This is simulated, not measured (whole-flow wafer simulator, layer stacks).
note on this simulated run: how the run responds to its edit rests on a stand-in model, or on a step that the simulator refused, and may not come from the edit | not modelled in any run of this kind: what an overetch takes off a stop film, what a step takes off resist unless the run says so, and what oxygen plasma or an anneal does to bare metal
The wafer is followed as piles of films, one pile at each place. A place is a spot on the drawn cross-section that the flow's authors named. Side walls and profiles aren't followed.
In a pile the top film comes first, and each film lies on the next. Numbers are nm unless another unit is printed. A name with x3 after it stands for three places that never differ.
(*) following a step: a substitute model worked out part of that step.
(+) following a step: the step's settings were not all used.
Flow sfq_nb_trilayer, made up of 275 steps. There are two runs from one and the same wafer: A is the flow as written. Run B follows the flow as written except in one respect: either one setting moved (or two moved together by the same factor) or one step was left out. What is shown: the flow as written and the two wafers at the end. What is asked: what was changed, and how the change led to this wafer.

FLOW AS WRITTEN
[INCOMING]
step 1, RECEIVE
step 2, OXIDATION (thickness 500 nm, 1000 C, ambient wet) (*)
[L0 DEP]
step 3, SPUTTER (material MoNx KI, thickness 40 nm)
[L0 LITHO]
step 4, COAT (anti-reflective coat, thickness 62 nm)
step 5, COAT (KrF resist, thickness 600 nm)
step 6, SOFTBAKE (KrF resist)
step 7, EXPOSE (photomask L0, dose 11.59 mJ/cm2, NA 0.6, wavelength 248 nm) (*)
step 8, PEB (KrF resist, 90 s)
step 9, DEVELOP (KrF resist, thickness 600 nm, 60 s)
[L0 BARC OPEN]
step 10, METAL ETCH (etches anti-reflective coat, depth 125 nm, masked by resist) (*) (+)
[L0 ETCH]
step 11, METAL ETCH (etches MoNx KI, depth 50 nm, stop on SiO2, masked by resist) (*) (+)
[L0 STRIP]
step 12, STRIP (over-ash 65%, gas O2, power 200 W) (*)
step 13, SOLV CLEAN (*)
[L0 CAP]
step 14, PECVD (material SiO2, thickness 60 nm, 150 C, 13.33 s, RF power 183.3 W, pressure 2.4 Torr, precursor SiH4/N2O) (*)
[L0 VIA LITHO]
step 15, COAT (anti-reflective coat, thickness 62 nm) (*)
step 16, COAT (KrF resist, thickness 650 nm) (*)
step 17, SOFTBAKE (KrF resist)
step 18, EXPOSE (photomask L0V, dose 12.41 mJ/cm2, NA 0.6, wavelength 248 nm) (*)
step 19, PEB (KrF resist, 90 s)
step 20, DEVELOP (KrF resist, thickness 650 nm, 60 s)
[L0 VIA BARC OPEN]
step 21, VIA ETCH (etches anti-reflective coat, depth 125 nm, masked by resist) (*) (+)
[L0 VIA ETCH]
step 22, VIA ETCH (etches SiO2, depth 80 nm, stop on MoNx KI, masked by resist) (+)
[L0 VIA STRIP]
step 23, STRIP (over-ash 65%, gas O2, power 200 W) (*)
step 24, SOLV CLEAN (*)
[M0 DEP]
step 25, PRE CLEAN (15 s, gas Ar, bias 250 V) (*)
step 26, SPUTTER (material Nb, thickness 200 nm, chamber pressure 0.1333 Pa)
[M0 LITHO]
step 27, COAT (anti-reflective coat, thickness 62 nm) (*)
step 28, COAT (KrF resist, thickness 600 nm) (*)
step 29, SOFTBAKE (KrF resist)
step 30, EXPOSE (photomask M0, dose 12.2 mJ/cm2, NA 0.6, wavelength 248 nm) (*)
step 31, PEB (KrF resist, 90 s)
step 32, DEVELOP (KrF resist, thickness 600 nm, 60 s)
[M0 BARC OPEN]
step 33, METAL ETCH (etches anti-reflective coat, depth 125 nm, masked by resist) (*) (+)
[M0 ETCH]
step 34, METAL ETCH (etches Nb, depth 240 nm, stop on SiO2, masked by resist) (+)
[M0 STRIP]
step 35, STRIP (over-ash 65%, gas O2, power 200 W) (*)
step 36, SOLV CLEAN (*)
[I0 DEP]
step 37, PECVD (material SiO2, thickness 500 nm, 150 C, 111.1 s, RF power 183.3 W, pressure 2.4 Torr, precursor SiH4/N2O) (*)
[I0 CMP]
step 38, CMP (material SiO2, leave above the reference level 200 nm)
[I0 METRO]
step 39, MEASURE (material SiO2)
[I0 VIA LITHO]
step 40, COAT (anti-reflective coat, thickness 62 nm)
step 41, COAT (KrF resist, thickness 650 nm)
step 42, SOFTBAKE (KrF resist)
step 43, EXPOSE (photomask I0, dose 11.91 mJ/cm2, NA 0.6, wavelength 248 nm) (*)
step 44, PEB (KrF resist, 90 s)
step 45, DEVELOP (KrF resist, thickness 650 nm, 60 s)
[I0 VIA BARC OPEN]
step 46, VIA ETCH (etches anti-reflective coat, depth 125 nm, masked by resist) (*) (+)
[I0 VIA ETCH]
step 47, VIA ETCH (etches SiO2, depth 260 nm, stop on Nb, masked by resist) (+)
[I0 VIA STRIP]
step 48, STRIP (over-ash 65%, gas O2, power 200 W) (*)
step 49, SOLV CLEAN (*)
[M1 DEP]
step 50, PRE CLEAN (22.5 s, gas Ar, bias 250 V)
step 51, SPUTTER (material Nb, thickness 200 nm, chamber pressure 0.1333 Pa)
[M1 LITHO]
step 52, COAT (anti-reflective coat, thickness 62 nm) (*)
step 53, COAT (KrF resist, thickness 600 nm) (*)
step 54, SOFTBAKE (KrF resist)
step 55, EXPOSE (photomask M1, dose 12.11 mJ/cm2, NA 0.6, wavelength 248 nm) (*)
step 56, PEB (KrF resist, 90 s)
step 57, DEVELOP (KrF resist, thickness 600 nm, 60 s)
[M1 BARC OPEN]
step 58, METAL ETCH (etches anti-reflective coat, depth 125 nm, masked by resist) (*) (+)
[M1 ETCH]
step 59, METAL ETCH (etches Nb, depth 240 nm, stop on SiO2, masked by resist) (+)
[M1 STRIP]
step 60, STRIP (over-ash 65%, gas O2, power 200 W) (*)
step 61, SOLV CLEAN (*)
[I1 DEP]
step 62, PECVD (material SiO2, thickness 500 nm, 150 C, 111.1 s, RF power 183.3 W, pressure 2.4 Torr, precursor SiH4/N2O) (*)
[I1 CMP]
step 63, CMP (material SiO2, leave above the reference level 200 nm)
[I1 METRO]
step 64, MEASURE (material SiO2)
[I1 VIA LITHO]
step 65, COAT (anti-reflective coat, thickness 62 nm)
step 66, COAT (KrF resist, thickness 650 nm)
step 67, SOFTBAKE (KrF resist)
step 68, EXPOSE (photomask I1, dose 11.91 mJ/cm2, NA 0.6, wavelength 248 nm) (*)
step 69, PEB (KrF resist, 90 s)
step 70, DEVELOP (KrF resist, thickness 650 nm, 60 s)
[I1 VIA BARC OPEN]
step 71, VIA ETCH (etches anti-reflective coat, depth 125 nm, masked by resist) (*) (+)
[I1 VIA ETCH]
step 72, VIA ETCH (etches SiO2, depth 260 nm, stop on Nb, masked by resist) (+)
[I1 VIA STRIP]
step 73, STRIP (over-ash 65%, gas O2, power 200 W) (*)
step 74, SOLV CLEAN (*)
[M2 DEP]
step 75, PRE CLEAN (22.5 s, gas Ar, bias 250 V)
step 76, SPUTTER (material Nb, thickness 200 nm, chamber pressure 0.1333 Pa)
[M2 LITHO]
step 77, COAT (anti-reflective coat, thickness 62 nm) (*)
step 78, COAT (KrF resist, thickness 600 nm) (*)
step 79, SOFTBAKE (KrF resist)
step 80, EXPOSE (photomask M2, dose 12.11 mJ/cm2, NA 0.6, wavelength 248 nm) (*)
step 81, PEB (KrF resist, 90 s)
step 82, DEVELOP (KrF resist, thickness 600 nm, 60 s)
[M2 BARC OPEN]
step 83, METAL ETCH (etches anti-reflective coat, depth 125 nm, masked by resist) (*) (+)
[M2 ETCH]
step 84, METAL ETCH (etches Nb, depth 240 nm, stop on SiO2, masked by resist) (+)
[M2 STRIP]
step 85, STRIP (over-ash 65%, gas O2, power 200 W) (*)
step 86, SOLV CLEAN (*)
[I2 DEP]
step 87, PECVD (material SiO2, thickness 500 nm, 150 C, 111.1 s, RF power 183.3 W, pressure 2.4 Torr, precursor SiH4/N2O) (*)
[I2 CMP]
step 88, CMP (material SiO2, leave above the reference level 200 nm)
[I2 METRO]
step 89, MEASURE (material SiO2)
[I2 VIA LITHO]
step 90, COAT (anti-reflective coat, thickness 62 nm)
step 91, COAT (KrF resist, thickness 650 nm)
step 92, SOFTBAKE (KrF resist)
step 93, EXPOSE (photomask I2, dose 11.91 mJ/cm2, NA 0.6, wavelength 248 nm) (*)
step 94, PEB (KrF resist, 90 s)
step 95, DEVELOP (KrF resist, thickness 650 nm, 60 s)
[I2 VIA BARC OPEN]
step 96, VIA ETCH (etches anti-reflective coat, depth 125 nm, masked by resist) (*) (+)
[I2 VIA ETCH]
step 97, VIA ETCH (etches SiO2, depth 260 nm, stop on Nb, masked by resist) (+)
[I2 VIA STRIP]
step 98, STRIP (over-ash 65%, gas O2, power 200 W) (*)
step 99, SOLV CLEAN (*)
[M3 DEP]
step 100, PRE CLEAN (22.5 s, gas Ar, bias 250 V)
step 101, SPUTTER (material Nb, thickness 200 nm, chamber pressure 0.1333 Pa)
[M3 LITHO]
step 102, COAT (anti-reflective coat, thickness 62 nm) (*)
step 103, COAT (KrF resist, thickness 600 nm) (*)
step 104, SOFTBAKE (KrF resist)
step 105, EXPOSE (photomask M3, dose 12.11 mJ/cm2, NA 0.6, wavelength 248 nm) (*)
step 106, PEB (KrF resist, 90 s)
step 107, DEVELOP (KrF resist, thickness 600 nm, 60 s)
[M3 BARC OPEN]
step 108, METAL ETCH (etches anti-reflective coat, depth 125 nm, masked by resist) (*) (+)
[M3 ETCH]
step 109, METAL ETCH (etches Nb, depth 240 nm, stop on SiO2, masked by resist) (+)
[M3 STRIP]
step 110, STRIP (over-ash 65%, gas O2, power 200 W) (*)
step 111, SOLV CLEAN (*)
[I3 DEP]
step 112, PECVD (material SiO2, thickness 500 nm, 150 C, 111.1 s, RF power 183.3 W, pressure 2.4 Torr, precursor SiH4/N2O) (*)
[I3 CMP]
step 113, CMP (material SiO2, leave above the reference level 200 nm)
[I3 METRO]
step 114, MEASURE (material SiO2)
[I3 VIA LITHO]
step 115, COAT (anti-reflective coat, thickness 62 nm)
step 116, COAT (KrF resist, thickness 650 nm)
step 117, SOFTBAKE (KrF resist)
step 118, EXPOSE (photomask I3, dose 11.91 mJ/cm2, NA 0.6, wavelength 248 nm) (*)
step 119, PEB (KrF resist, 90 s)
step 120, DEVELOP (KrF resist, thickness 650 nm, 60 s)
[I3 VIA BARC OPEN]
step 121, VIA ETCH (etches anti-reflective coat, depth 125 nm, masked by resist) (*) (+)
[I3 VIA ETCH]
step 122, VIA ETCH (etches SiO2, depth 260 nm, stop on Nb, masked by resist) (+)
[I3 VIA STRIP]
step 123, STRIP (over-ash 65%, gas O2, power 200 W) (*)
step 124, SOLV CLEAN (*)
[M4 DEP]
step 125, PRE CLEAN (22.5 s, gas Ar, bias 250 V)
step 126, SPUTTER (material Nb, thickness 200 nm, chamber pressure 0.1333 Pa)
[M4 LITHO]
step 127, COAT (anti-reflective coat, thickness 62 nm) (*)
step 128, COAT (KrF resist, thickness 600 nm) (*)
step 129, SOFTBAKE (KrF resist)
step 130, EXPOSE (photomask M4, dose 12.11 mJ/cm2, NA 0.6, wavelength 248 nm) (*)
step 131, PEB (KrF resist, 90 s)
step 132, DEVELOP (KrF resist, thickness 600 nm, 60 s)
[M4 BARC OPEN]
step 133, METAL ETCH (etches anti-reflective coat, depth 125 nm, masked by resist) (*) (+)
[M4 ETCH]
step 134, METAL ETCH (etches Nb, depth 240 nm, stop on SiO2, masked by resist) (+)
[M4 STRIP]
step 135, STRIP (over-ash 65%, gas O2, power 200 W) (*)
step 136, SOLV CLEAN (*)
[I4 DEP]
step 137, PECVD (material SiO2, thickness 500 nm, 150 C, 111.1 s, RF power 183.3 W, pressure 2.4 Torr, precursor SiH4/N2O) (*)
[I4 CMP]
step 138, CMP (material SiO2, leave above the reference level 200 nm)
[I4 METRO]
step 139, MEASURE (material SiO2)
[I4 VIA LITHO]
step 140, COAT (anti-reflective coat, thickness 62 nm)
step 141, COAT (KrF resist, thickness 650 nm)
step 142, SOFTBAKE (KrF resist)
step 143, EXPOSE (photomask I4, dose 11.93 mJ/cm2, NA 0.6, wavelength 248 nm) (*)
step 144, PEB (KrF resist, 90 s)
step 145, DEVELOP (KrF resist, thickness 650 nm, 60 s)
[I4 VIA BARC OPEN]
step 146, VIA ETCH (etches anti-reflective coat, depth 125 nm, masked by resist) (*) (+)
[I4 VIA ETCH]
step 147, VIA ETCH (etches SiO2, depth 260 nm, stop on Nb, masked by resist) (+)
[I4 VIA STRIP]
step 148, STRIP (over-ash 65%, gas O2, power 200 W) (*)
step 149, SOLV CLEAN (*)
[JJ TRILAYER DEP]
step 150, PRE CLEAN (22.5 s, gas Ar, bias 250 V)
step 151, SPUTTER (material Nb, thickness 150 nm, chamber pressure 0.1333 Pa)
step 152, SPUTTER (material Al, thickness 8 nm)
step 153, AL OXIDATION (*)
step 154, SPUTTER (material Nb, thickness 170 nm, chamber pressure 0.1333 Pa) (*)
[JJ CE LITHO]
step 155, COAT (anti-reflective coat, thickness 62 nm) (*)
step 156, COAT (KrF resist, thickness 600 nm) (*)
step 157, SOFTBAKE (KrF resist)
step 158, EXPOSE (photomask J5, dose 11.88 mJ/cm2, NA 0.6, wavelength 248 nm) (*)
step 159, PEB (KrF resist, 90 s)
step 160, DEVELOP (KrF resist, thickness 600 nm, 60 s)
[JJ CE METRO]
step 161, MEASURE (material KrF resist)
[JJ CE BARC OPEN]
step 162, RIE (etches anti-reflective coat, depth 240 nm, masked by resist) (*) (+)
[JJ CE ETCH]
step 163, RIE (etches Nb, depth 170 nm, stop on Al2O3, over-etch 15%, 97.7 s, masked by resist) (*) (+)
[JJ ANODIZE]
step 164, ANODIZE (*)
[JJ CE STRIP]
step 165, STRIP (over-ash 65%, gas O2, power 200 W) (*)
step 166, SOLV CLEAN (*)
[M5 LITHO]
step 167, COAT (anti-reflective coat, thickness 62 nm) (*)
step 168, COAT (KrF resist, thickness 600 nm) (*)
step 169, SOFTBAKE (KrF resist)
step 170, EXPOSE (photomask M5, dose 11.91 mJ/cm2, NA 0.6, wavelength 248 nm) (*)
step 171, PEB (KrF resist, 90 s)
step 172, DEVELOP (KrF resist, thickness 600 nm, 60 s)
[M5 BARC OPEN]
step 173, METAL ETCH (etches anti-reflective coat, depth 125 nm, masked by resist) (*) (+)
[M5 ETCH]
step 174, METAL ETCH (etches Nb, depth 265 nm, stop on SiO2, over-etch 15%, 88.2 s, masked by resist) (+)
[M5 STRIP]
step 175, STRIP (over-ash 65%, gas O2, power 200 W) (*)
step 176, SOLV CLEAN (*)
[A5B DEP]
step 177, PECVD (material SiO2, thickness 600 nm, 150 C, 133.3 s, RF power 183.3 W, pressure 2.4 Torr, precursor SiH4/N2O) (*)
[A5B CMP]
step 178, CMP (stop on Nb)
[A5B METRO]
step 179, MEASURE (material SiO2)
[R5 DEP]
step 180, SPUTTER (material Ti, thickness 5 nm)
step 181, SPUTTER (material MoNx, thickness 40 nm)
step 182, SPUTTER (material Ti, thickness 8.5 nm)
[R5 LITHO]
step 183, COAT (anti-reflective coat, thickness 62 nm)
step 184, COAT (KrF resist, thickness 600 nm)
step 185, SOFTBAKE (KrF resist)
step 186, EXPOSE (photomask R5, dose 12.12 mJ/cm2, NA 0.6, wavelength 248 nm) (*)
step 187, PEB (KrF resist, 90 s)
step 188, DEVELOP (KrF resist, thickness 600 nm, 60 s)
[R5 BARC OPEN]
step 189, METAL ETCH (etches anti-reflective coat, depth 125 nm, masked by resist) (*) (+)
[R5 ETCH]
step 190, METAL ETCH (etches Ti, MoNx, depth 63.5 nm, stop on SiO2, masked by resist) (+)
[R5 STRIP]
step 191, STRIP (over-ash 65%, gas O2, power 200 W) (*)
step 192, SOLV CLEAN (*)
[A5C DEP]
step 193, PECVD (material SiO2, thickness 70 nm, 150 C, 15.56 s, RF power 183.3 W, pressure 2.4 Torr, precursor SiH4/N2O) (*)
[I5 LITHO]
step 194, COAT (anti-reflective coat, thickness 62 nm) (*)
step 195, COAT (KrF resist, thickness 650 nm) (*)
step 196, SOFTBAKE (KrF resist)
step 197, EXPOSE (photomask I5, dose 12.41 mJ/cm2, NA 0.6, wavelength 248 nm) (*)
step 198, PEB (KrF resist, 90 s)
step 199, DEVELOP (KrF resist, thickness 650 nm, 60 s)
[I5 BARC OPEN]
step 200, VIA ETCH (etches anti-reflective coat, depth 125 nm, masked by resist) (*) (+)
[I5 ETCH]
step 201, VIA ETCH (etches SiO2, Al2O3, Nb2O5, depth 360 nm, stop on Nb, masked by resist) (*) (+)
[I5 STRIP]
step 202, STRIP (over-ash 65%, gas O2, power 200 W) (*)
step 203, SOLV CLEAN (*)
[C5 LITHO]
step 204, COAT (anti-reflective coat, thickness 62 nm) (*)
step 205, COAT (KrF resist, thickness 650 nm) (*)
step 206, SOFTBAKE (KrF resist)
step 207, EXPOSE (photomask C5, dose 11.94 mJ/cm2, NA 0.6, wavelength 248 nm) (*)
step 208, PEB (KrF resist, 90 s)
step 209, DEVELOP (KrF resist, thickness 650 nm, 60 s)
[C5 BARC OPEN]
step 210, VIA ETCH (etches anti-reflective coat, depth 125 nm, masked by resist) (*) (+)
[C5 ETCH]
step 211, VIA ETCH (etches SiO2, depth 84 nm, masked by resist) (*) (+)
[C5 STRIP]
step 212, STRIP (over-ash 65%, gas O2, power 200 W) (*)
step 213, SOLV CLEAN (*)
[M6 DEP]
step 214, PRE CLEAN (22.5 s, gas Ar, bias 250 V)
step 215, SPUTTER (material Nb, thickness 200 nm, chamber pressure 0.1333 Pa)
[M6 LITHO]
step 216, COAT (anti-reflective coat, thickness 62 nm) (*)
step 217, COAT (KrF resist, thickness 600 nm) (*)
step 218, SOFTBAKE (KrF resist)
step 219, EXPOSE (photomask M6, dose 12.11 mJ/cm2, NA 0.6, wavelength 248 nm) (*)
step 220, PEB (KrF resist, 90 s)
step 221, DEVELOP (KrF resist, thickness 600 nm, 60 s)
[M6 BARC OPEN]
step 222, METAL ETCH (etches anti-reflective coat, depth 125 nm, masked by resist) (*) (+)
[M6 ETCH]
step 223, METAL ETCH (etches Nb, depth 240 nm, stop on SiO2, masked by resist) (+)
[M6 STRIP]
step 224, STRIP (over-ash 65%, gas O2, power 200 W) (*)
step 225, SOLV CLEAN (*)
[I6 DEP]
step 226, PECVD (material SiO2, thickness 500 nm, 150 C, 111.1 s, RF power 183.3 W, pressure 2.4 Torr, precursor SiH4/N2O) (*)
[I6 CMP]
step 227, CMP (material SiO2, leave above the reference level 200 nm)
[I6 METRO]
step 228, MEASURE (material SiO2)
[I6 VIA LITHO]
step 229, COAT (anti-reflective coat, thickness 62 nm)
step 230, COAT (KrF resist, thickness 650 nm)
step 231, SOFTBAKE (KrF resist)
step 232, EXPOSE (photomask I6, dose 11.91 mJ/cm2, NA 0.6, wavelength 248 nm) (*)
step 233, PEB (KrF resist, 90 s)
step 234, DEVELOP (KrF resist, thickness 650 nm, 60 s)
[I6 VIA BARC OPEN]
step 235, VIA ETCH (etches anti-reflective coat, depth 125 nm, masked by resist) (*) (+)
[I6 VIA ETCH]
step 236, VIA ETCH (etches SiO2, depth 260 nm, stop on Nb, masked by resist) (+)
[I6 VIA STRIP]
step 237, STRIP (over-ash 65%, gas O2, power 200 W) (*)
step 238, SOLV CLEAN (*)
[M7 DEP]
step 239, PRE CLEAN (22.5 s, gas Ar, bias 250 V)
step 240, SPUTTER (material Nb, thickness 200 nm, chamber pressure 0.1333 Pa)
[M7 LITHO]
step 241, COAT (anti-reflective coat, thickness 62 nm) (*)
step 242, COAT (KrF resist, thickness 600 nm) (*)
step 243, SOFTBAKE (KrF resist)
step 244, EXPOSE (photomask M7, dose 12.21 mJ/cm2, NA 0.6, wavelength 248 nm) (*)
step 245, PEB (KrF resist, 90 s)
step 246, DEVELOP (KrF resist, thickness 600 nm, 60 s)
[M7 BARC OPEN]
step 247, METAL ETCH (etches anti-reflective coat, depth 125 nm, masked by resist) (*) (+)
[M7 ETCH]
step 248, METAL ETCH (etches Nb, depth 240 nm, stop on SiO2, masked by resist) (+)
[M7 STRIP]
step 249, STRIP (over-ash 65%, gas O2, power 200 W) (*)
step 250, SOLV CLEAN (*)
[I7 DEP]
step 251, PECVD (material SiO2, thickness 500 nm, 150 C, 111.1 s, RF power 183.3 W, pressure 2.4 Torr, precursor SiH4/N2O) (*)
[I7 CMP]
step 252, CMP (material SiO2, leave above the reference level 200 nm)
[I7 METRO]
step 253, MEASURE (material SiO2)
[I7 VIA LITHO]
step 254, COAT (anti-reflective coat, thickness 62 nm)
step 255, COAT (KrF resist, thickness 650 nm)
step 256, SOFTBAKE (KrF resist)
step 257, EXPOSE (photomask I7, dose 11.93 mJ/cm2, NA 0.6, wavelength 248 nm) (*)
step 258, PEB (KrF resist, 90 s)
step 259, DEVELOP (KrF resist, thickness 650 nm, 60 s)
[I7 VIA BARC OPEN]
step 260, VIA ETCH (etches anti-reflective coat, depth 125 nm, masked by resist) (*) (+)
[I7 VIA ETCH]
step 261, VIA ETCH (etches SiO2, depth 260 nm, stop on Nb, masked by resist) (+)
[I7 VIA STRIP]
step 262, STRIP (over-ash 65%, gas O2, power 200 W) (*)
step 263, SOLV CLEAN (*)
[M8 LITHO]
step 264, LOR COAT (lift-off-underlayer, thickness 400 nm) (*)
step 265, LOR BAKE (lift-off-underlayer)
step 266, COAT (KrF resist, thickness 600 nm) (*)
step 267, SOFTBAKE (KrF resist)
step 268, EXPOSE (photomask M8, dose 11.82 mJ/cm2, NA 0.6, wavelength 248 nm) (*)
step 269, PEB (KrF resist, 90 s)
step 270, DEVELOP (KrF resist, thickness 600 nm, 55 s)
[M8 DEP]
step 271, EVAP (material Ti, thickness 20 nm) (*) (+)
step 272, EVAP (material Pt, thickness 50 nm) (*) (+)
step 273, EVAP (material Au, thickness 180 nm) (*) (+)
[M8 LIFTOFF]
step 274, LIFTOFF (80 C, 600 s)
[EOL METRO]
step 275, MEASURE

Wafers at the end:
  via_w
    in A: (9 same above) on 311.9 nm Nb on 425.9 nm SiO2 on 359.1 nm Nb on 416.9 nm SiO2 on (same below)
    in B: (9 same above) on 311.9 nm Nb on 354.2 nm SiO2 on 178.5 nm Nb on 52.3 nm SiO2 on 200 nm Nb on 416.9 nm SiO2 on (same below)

Cause: step 97, VIA ETCH: depth 140 nm was run, whereas the flow has depth 260 nm.

The path from the change to this, step by step:
  step 97, VIA ETCH (etches SiO2, depth 260 nm, stop on Nb, masked by resist) (+)
      via_w: A SiO2 loses 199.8 (all of it) | B SiO2 loses 140
      field_l, v_sur, via_wl and 102 more: A KrF resist loses 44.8 | B KrF resist loses 24.1
  step 98, STRIP (over-ash 65%, gas O2, power 200 W) (*)
      field_l, v_sur, via_wl and 102 more: A KrF resist loses 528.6 (all of it), anti-reflective coat loses 62 (all of it) | B KrF resist loses 549.3 (all of it), anti-reflective coat loses 62 (all of it)
  step 100, PRE CLEAN (22.5 s, gas Ar, bias 250 V)
      via_w: A Nb loses 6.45 | B SiO2 loses 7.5
  step 101, SPUTTER (material Nb, thickness 200 nm, chamber pressure 0.1333 Pa)
      via_w: A Nb gains 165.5 | B Nb gains 178.5 (new film)
  step 102, COAT (anti-reflective coat, thickness 62 nm) (*)
      via_wl: A anti-reflective coat gains 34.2 (new film) | B anti-reflective coat gains 36.2 (new film)
      via_w: A anti-reflective coat gains 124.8 (new film) | B anti-reflective coat gains 110.9 (new film)
      (and at 1 other place as well)
  step 103, COAT (KrF resist, thickness 600 nm) (*)
      via_w: A KrF resist gains 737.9 (new film) | B KrF resist gains 689.4 (new film)
  step 110, STRIP (over-ash 65%, gas O2, power 200 W) (*)
      via_wl: A KrF resist loses 384.2 (all of it), anti-reflective coat loses 34.2 (all of it) | B KrF resist loses 389.4 (all of it), anti-reflective coat loses 36.2 (all of it)
      via_w: A KrF resist loses 520 (all of it), anti-reflective coat loses 124.8 (all of it) | B KrF resist loses 471.6 (all of it), anti-reflective coat loses 110.9 (all of it)
      (and at 1 other place as well)
  step 112, PECVD (material SiO2, thickness 500 nm, 150 C, 111.1 s, RF power 183.3 W, pressure 2.4 Torr, precursor SiH4/N2O) (*)
      via_w: A SiO2 gains 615 (new film) | B SiO2 gains 518.8 (new film)
  step 113, CMP (material SiO2, leave above the reference level 200 nm)
      via_w: A SiO2 loses 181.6 | B SiO2 loses 157.1
If metal films that touch count as one body, via_w has 6 bodies (between them, from the top down: SiO2 192.5; SiO2 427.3 / Al2O3 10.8 / Nb2O5 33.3; SiO2 354.2; SiO2 52.3; SiO2 416.9); the flow as written gives 5 bodies (between them, from the top down: SiO2 192.5; SiO2 427.3 / Al2O3 10.8 / Nb2O5 33.3; SiO2 425.9; SiO2 416.9).
